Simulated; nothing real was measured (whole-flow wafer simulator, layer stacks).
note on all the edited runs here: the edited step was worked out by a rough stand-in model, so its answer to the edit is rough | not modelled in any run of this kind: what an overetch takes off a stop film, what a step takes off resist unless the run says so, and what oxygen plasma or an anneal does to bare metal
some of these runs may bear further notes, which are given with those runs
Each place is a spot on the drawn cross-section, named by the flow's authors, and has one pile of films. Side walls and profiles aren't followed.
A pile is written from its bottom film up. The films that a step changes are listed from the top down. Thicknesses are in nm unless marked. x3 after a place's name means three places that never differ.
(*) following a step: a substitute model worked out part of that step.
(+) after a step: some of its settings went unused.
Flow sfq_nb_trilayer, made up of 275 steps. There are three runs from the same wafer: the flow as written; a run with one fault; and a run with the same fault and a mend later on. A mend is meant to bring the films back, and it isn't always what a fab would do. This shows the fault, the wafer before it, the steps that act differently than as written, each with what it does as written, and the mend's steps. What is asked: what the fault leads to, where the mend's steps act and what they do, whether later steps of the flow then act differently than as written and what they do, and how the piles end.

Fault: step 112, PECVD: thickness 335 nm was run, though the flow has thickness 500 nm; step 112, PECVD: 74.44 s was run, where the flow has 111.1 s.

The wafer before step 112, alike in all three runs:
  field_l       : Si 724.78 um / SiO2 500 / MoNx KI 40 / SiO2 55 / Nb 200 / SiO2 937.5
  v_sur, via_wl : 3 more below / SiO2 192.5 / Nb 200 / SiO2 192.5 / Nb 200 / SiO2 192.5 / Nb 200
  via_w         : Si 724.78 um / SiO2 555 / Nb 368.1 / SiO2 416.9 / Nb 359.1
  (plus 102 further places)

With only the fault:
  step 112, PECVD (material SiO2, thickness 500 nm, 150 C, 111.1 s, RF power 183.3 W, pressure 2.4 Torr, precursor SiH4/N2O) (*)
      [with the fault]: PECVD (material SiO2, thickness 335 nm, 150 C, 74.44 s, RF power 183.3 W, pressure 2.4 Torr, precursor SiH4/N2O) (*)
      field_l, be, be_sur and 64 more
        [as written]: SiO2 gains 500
        [with the fault]: SiO2 gains 335
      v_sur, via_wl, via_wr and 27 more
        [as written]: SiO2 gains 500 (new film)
        [with the fault]: SiO2 gains 335 (new film)
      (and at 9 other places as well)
  Steps later in the flow that act otherwise than as written (8 more steps, not shown, differ only slightly: by at most 2% or 0.5 nm, whichever is larger):
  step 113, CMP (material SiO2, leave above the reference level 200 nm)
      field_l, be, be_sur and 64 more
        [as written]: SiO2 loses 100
        [with the fault]: nothing
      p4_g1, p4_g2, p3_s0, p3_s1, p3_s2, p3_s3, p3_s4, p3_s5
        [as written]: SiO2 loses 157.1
        [with the fault]: nothing
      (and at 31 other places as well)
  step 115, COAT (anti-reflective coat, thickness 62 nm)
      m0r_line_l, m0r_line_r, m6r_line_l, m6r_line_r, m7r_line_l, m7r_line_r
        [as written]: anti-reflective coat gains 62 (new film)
        [with the fault]: anti-reflective coat gains 63.6 (new film)
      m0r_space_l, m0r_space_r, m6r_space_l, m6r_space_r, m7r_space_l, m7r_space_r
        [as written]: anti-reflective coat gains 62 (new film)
        [with the fault]: anti-reflective coat gains 71.3 (new film)
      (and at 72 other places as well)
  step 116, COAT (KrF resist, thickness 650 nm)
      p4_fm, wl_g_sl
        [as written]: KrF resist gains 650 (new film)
        [with the fault]: KrF resist gains 664.8 (new film)
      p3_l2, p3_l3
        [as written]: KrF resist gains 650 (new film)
        [with the fault]: KrF resist gains 632.2 (new film)
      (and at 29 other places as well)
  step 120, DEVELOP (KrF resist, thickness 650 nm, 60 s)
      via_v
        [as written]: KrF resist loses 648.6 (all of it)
        [with the fault]: KrF resist loses 625.1 (all of it)
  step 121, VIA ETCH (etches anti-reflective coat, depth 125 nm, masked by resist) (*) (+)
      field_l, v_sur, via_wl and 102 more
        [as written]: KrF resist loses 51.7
        [with the fault]: KrF resist loses 47.3
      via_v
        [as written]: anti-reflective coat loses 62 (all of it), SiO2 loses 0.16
        [with the fault]: anti-reflective coat loses 56.8 (all of it), SiO2 loses 0.14
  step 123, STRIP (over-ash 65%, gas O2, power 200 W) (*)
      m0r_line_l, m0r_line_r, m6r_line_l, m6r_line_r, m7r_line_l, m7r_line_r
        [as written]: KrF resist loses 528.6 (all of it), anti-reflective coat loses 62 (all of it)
        [with the fault]: KrF resist loses 545.4 (all of it), anti-reflective coat loses 63.6 (all of it)
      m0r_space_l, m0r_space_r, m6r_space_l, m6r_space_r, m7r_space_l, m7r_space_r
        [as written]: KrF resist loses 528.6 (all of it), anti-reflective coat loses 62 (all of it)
        [with the fault]: KrF resist loses 540.2 (all of it), anti-reflective coat loses 71.3 (all of it)
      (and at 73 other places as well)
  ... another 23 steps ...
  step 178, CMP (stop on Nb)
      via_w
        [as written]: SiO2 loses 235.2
        [with the fault]: SiO2 loses 226.5
  At via_w, ln_m5, lsp_m and 6 more, the piles at the end differ from the flow's by more than 2% or 0.5 nm, whichever is larger.
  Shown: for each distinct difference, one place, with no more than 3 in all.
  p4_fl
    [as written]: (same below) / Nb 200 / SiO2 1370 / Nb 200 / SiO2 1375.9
    [with the fault]: (same below) / Nb 200 / SiO2 1305 / Nb 200 / SiO2 1440.9
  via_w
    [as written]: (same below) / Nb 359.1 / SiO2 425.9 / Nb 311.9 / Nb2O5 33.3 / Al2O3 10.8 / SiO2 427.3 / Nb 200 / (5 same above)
    [with the fault]: (same below) / Nb 359.1 / SiO2 366 / Nb 303.2 / Nb2O5 34.6 / Al2O3 10.1 / SiO2 495.4 / Nb 200 / (5 same above)
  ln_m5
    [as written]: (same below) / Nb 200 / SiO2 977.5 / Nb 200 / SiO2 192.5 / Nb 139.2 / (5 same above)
    [with the fault]: (same below) / Nb 200 / SiO2 912.5 / Nb 200 / SiO2 257.5 / Nb 139.2 / (5 same above)

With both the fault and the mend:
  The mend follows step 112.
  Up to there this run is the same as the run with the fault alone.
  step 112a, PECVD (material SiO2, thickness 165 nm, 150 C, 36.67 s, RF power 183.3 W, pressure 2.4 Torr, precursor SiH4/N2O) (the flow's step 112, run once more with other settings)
      field_l, v_sur, via_wl and 102 more
        SiO2 gains 165
      via_w
        SiO2 gains 154.7
  Steps later in the flow that act otherwise than as written:
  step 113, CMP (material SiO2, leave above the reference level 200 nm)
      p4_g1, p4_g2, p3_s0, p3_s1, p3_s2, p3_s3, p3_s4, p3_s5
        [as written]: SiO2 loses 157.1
        [with the mend]: SiO2 loses 100
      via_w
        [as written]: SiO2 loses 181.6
        [with the mend]: SiO2 loses 94.7
  By the end, the piles equal the flow's at every place that both follow.
